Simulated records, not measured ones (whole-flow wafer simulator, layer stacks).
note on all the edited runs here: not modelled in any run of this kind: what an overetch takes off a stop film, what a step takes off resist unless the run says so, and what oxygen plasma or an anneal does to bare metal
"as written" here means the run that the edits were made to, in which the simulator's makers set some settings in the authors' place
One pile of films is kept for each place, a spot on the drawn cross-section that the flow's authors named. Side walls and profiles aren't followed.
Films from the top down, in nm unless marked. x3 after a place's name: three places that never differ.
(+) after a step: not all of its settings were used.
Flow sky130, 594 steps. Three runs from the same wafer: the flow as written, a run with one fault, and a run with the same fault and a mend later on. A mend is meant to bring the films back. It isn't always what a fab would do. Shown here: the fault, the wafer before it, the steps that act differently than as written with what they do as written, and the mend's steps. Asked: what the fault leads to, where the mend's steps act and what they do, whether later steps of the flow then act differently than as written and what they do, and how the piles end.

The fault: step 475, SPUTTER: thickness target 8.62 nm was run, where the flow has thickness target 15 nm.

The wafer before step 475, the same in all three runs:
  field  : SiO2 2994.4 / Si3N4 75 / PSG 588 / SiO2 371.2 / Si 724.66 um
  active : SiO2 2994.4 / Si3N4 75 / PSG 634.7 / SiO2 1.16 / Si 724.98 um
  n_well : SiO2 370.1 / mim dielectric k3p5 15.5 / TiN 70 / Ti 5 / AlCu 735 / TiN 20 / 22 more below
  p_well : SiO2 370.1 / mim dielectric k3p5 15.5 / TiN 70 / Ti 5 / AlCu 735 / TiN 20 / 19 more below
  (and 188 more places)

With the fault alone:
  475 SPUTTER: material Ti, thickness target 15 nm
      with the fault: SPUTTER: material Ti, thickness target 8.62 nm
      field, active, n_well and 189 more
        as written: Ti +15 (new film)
        with the fault: Ti +8.62 (new film)
  Later steps of the flow that act differently than as written (5 more steps differ only slightly, by at most 2% or 0.5 nm, whichever is larger, and aren't shown):
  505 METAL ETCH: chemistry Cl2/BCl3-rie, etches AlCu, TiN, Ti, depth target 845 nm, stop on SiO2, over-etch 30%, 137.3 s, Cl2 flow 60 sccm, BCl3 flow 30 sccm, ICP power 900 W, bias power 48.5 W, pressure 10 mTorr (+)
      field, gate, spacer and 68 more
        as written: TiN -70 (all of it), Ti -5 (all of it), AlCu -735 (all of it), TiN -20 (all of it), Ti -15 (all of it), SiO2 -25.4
        with the fault: TiN -70 (all of it), Ti -5 (all of it), AlCu -735 (all of it), TiN -20 (all of it), Ti -8.62 (all of it), SiO2 -26
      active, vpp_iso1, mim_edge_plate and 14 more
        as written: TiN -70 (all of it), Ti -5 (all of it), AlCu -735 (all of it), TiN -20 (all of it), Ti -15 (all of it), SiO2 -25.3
        with the fault: TiN -70 (all of it), Ti -5 (all of it), AlCu -735 (all of it), TiN -20 (all of it), Ti -8.62 (all of it), SiO2 -26
  At the end the piles differ from the flow's by more than 2% or 0.5 nm, whichever is larger, at n_well, p_well, gate_hv and 102 more.
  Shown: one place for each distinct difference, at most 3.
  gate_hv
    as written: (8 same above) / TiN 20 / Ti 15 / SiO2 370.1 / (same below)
    with the fault: (8 same above) / TiN 20 / Ti 8.62 / SiO2 370.1 / (same below)
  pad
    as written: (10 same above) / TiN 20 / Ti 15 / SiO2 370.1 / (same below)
    with the fault: (10 same above) / TiN 20 / Ti 8.62 / SiO2 370.1 / (same below)
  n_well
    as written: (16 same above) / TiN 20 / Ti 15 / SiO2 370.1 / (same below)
    with the fault: (16 same above) / TiN 20 / Ti 8.62 / SiO2 370.1 / (same below)

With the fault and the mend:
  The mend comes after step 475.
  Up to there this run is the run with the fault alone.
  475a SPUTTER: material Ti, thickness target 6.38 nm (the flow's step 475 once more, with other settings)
      field, active, n_well and 189 more
        Ti +6.38
  No later step of the flow acts differently than as written at any place that is followed.
  At the end the piles are the same as the flow's at every place that both follow.
